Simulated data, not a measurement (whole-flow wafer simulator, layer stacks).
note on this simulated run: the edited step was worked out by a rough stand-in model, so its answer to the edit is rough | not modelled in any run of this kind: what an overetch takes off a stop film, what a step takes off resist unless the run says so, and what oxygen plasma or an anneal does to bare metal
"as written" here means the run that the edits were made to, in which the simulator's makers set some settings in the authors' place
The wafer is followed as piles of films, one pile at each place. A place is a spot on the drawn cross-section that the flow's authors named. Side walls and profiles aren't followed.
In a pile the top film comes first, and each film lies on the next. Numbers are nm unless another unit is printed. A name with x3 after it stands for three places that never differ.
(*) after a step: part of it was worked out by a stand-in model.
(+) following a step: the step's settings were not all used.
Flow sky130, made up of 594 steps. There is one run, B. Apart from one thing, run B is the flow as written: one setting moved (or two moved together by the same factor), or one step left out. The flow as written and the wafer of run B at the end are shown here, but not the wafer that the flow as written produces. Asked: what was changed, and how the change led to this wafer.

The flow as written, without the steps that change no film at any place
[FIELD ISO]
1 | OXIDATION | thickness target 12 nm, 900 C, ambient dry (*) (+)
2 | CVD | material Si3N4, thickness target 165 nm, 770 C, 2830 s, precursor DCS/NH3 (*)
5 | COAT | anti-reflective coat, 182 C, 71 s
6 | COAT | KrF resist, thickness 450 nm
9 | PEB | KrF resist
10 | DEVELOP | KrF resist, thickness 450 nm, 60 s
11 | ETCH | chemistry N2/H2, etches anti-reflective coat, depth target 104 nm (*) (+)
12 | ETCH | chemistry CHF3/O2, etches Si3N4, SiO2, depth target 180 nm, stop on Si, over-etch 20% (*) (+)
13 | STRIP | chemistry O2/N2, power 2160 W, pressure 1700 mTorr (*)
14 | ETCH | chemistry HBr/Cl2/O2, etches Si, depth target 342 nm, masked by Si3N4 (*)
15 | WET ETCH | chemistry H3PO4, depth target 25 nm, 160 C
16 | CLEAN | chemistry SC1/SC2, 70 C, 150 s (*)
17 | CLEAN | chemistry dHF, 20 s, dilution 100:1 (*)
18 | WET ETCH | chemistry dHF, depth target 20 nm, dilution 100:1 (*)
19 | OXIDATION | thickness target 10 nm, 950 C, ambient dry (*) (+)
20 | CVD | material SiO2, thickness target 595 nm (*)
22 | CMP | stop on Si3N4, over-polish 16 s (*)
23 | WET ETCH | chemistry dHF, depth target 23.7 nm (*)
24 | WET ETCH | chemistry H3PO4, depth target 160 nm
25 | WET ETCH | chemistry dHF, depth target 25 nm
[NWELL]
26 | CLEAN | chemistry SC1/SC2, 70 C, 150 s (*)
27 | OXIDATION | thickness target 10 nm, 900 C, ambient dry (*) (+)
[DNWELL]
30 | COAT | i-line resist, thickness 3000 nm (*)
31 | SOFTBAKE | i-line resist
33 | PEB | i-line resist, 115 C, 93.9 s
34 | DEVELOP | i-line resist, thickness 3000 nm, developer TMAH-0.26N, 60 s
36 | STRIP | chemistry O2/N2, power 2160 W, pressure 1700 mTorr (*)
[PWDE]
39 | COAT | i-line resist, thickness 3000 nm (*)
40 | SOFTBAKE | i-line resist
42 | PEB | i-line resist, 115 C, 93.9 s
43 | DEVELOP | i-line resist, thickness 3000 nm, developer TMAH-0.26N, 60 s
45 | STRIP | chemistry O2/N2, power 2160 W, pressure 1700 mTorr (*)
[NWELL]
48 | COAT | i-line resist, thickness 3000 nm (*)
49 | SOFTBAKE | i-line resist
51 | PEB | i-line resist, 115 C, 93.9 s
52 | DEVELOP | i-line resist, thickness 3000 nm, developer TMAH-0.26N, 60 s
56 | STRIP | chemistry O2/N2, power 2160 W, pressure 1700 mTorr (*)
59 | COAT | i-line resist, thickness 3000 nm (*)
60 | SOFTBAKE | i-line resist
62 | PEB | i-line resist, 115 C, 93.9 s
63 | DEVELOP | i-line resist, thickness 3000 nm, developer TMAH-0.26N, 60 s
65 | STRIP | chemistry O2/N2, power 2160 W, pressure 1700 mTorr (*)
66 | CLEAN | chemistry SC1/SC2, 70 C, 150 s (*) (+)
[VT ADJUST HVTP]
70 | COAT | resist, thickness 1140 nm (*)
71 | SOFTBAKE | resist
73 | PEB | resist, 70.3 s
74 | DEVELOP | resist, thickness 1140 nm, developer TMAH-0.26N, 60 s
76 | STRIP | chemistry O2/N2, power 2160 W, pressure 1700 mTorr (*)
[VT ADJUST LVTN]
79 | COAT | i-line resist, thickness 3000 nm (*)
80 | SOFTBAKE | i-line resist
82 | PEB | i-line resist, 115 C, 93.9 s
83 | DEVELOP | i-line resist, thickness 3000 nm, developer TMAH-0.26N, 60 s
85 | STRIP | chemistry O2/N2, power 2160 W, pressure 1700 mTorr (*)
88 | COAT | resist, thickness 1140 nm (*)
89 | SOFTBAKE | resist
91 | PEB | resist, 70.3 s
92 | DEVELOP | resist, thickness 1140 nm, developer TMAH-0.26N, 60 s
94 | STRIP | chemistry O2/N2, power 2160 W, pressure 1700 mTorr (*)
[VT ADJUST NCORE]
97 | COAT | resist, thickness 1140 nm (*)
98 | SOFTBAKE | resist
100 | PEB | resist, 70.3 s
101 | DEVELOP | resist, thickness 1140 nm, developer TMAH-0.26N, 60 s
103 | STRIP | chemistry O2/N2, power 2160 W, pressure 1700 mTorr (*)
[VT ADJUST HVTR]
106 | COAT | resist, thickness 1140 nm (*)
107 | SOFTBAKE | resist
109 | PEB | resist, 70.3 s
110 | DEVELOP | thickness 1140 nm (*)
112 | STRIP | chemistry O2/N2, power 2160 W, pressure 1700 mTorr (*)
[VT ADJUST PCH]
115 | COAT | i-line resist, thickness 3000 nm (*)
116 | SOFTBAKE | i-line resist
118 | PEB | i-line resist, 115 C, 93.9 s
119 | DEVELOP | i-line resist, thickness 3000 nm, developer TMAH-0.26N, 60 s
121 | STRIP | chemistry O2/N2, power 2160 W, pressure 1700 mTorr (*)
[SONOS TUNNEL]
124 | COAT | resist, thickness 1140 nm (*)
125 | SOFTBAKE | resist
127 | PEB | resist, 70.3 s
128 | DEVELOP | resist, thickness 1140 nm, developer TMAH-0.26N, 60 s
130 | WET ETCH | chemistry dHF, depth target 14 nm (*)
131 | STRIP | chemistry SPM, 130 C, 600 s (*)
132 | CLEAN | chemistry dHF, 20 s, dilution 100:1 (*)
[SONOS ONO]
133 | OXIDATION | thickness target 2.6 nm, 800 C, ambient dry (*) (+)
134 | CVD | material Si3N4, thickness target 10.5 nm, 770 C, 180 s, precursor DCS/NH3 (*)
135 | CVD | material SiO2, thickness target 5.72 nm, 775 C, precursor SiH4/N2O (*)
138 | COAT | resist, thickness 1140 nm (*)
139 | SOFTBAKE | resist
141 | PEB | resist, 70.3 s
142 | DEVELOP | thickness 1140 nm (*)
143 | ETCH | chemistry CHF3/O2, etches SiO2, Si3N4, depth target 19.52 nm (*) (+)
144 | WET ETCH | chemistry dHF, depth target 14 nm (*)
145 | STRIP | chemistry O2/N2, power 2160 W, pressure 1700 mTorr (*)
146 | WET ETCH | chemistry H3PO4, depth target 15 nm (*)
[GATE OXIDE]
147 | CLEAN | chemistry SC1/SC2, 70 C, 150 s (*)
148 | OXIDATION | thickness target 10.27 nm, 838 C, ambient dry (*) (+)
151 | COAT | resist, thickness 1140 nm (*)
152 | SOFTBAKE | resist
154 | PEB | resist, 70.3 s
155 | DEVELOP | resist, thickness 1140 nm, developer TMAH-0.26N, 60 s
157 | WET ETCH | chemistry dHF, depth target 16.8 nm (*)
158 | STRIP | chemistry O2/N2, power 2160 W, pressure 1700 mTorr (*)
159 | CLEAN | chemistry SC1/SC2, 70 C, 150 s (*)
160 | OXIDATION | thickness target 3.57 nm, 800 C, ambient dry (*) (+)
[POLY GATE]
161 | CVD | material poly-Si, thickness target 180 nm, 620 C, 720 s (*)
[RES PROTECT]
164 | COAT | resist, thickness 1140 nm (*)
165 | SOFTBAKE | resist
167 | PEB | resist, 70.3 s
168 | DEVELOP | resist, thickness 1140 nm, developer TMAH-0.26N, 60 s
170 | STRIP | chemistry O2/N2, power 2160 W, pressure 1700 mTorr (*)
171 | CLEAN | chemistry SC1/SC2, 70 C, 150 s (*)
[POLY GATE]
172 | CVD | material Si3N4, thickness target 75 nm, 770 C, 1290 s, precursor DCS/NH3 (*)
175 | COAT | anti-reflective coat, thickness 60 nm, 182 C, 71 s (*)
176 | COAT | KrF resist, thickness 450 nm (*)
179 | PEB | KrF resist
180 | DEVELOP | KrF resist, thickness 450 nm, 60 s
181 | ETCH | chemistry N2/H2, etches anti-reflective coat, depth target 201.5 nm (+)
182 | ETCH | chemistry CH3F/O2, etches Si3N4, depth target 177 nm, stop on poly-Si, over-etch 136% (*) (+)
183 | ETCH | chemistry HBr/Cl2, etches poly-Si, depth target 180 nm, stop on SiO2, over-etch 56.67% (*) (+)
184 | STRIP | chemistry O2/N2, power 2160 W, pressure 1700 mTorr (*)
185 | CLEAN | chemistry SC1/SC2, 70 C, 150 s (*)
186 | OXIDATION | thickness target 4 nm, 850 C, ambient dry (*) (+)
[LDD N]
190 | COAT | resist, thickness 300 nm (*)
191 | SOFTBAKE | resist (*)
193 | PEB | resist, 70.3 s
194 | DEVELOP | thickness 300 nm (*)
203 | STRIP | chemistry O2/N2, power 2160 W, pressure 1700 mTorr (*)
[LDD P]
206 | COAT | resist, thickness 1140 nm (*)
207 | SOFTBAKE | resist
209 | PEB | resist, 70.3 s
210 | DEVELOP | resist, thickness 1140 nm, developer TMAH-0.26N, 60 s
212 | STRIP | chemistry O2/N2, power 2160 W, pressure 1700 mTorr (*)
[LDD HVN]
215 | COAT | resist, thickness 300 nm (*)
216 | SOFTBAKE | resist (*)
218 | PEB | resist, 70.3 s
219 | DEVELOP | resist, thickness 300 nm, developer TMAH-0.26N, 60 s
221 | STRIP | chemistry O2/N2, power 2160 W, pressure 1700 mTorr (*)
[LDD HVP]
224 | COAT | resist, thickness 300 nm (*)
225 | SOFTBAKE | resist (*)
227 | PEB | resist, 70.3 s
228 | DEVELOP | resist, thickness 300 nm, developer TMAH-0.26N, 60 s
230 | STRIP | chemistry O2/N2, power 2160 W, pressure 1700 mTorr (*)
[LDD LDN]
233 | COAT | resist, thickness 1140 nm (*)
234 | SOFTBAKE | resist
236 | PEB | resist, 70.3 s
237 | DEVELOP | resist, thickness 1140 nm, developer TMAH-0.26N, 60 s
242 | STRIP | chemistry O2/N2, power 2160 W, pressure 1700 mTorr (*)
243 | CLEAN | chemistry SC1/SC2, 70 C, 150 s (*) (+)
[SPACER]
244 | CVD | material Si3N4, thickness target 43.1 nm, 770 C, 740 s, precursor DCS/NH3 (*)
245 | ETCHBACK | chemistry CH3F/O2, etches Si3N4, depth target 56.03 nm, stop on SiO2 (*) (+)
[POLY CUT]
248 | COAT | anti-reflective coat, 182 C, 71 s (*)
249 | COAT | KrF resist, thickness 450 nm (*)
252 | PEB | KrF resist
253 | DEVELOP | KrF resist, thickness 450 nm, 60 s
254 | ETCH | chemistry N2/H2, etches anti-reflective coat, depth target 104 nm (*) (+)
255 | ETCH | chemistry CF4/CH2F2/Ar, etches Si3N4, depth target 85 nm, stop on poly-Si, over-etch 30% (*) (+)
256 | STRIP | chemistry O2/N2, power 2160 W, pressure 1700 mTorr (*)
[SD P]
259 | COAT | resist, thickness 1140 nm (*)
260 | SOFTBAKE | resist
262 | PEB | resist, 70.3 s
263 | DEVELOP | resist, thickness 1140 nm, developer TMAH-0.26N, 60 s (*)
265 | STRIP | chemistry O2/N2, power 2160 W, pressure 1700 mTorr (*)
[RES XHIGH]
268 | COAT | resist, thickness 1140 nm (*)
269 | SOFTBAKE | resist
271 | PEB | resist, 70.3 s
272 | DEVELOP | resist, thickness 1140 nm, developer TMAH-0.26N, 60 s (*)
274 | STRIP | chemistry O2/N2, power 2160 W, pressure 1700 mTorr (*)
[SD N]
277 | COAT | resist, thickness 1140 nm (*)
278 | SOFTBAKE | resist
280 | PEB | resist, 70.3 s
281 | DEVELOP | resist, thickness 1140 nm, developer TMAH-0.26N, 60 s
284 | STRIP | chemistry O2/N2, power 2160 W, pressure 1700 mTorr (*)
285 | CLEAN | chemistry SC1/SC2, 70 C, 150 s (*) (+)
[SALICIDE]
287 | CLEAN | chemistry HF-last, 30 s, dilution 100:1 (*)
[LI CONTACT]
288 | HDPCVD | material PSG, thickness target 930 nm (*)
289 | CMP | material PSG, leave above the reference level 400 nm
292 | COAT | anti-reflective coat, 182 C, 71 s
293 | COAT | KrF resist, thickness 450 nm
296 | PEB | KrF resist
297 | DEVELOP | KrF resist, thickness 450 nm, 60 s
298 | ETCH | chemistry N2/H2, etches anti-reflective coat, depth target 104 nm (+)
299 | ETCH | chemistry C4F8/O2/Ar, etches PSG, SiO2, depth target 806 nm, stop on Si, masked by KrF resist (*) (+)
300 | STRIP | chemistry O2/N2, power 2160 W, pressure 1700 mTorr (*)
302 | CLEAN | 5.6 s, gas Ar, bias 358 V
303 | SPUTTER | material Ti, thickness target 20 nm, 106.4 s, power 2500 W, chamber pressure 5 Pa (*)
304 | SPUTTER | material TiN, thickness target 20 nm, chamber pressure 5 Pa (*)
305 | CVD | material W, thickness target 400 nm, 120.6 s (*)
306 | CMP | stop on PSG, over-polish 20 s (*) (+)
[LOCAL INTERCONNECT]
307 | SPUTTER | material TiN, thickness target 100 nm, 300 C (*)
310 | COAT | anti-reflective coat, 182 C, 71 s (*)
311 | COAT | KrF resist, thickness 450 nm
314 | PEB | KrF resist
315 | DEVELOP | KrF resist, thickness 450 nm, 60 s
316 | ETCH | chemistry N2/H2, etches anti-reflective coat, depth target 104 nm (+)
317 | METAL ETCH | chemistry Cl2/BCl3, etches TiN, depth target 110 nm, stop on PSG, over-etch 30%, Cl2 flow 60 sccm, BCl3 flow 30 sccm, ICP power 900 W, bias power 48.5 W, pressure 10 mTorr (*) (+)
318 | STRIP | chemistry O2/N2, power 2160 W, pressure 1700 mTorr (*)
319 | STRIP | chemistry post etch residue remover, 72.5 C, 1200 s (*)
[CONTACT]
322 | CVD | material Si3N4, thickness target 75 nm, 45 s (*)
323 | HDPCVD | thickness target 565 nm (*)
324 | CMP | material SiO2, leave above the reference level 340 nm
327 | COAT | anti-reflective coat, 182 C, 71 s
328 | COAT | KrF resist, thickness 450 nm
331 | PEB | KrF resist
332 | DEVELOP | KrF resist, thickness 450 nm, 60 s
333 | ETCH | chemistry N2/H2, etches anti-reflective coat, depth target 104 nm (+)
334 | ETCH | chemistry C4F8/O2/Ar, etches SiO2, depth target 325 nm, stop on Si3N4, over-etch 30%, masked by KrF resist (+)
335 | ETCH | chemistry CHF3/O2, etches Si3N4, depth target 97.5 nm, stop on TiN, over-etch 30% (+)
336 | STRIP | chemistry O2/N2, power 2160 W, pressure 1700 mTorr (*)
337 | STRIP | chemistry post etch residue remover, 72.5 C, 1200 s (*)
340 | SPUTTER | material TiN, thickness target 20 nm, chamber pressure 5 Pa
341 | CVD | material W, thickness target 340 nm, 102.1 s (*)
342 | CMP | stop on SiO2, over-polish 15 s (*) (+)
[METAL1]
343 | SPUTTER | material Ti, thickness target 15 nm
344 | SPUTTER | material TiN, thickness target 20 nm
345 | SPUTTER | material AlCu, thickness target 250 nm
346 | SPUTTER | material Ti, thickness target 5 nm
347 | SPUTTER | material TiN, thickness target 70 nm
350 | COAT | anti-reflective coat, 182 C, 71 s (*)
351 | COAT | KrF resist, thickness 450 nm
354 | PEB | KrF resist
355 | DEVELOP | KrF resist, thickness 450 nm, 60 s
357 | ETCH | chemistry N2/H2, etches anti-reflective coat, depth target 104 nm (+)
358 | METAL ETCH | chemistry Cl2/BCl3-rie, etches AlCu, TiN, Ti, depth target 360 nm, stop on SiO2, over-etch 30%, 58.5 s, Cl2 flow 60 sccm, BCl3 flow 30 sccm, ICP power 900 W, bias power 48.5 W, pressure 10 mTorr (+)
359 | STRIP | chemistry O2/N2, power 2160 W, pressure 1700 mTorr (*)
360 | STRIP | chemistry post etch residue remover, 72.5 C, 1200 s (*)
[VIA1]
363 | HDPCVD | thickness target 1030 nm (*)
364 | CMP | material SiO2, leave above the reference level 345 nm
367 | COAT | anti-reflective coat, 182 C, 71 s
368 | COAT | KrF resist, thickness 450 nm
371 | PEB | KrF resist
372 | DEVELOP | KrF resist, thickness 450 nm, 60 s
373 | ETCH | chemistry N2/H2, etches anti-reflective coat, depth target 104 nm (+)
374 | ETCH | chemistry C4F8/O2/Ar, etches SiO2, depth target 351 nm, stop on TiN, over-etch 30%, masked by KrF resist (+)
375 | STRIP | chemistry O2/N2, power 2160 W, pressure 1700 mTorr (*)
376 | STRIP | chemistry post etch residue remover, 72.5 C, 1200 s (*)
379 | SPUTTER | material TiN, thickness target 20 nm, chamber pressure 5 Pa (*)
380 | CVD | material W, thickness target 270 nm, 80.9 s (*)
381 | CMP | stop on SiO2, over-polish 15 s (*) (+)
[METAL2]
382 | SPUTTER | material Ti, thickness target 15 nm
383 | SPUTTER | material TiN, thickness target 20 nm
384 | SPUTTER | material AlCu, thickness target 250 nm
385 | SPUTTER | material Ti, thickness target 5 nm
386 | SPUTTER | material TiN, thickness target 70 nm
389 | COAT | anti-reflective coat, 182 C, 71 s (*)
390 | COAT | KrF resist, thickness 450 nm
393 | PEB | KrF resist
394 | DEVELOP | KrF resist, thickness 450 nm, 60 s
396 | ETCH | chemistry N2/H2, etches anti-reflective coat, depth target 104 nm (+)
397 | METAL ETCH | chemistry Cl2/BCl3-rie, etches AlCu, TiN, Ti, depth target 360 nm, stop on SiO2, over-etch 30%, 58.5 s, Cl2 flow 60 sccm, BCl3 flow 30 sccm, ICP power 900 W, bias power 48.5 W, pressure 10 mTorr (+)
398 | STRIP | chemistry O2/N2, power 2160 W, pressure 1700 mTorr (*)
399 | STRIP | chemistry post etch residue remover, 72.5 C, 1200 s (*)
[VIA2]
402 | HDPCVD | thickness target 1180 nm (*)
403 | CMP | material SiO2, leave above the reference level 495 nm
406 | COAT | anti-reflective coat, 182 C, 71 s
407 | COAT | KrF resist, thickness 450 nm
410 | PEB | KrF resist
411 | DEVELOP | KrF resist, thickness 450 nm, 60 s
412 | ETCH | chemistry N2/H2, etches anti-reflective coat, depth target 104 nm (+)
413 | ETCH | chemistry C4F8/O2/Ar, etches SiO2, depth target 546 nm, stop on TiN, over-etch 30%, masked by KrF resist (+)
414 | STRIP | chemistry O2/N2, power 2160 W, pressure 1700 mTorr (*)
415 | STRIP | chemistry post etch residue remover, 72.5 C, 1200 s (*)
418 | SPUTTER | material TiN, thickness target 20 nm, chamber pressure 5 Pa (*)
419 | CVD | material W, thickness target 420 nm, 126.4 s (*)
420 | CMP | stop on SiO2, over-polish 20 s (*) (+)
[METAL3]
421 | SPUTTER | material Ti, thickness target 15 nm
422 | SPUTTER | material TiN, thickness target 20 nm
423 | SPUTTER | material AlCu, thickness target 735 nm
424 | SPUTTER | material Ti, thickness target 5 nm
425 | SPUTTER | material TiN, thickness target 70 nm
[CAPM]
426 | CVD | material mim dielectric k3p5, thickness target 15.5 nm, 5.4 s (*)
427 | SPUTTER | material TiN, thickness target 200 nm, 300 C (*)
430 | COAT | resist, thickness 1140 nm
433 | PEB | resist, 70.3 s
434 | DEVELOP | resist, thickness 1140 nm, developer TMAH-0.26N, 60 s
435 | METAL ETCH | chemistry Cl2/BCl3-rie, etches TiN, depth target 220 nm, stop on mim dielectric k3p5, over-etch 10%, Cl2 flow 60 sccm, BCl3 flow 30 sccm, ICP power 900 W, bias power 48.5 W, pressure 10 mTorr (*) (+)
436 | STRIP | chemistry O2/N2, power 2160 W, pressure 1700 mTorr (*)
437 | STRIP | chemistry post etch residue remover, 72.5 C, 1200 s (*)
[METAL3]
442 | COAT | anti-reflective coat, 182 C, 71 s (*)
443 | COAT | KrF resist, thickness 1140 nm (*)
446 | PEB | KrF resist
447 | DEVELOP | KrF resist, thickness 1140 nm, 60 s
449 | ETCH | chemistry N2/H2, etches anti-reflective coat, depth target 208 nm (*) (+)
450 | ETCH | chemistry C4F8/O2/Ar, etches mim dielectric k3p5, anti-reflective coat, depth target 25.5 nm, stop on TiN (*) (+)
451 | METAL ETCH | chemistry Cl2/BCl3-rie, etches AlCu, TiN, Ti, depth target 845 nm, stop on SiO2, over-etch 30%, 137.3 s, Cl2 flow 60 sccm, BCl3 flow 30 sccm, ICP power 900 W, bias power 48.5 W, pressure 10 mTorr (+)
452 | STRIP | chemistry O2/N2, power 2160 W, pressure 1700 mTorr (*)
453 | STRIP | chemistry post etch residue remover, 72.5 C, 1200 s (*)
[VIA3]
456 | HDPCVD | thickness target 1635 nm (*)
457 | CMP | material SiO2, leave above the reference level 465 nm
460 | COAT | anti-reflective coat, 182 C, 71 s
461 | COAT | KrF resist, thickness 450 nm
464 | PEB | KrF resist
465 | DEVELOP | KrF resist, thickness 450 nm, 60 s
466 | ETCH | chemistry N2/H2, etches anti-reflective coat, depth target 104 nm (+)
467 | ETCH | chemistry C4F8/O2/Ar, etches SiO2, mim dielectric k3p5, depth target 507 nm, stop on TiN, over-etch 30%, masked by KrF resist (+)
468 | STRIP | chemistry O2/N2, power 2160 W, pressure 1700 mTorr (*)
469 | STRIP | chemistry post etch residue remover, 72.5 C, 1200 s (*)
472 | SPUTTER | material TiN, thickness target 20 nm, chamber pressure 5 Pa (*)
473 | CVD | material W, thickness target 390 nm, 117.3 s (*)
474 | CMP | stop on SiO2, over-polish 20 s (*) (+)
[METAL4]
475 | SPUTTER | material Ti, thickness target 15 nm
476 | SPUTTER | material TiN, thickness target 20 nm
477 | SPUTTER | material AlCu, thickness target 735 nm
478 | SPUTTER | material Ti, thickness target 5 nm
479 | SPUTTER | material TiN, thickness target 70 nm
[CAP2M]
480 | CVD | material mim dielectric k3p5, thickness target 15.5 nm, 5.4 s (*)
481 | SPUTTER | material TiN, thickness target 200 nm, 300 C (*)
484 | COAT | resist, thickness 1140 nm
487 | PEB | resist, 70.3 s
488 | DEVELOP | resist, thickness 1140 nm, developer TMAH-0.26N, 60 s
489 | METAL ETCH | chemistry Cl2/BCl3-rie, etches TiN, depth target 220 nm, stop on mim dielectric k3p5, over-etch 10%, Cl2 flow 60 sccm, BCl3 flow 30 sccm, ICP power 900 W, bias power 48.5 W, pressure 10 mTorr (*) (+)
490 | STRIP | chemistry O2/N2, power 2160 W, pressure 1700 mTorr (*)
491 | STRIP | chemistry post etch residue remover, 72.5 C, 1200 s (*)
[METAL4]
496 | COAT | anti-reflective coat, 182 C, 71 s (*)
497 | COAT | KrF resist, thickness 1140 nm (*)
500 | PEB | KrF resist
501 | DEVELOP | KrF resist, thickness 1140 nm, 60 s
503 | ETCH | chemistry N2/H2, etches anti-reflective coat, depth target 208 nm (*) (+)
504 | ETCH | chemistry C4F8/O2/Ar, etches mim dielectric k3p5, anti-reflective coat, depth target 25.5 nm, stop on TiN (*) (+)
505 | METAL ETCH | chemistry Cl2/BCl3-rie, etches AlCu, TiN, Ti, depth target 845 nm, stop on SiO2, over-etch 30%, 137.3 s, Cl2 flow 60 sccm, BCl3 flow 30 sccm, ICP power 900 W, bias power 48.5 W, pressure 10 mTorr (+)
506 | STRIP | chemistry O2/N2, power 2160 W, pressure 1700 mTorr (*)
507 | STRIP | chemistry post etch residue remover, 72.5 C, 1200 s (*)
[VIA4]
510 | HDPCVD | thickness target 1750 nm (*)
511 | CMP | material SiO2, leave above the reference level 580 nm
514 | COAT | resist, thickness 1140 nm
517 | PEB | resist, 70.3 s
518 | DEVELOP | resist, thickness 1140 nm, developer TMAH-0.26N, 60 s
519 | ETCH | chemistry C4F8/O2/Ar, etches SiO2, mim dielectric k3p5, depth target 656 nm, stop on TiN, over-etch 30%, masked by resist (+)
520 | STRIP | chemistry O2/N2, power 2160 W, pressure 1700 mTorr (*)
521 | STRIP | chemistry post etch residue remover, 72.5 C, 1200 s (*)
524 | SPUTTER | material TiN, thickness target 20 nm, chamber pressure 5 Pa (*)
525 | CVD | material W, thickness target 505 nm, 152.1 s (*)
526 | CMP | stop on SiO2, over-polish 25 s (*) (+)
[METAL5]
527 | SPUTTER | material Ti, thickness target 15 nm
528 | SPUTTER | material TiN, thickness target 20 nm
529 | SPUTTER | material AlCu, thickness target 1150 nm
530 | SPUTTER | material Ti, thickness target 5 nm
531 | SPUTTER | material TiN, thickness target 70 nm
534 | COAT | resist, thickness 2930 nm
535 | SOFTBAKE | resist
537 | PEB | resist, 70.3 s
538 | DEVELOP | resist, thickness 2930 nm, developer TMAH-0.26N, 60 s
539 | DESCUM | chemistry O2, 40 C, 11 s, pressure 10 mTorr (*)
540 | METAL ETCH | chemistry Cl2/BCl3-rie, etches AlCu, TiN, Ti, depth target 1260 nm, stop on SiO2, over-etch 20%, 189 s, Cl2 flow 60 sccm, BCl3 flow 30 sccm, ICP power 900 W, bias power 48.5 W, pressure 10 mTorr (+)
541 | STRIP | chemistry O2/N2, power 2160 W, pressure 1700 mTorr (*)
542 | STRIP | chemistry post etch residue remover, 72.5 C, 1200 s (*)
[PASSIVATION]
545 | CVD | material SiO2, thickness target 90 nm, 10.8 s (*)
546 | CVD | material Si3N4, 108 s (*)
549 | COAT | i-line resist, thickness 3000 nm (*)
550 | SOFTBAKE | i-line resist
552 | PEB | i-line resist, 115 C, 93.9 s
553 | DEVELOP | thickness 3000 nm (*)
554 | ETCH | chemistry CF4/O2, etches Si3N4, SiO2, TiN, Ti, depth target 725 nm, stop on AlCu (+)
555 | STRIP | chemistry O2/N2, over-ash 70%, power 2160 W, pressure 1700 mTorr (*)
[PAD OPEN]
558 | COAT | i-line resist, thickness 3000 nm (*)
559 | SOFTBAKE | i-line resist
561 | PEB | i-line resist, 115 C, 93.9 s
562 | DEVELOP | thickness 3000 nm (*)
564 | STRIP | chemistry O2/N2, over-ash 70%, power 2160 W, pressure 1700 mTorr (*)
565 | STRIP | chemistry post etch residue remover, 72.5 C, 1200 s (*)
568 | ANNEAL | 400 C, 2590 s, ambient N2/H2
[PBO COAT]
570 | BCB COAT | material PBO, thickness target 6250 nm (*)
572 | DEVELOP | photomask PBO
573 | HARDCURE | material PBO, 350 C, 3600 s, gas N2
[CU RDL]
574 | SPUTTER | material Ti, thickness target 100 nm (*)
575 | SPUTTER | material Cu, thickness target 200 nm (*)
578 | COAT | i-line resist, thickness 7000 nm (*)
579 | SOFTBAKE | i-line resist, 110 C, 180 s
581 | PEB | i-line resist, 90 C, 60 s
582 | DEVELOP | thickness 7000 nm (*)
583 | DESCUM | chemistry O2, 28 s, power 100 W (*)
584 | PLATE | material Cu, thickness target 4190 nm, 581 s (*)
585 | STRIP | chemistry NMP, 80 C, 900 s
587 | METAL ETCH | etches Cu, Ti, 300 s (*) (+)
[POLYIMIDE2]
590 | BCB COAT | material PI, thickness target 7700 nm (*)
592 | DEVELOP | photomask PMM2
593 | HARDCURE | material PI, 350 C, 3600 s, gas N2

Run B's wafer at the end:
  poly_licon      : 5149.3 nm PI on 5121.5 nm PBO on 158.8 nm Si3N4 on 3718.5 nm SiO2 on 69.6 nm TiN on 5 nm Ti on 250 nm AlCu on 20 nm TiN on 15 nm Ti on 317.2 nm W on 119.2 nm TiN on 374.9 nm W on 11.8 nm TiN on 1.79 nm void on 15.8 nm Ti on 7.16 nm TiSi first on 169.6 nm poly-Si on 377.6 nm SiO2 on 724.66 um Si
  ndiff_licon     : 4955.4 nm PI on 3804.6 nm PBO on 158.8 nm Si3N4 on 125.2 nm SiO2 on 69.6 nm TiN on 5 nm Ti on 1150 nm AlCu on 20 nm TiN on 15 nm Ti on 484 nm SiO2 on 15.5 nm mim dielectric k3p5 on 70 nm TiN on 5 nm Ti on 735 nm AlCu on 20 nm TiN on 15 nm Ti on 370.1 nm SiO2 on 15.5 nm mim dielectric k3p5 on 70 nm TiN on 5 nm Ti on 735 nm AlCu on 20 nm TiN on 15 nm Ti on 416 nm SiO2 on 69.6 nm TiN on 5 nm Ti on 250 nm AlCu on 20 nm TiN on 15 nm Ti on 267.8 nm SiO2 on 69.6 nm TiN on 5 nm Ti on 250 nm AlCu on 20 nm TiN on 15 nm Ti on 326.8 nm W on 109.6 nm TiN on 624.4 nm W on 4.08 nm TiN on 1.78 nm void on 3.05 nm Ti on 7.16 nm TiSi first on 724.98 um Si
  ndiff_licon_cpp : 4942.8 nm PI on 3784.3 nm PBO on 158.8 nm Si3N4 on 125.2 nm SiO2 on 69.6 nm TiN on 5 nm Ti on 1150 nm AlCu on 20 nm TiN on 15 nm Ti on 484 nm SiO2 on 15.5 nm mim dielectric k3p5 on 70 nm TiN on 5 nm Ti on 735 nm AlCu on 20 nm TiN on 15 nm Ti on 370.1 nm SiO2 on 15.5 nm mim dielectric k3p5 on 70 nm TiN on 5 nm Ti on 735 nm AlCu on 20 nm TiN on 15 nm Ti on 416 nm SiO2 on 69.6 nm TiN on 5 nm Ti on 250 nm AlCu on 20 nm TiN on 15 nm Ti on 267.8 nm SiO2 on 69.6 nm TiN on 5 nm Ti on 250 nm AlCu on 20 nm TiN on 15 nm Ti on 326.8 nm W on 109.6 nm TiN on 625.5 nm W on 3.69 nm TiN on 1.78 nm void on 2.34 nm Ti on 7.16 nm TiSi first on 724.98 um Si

The reason: step 304, SPUTTER: thickness target 11.8 nm was run, whereas the flow has thickness target 20 nm.
The wafer lets one read it off: poly_licon has TiN 11.8, and step 304 as written asks for 20 nm.

The path from the change to this, step by step:
  304 | SPUTTER | material TiN, thickness target 20 nm, chamber pressure 5 Pa (*)
      field, active, n_well and 185 more: TiN gains 11.8 (new film) (it would be, as written: TiN gains 20 (new film))
      ndiff_licon: TiN gains 4.08 (new film) (it would be, as written: TiN gains 6.83 (new film))
      (also at 2 further places)
  306 | CMP | stop on PSG, over-polish 20 s (*) (+)
      field, active, n_well and 184 more: W loses 400 (all of it), TiN loses 11.8 (all of it), Ti loses 20 (all of it), PSG loses 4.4 (it would be, as written: W loses 400 (all of it), TiN loses 20 (all of it), Ti loses 20 (all of it), PSG loses 4.4)
      poly_licon: W loses 25.1 (it would be, as written: W loses 33.3)
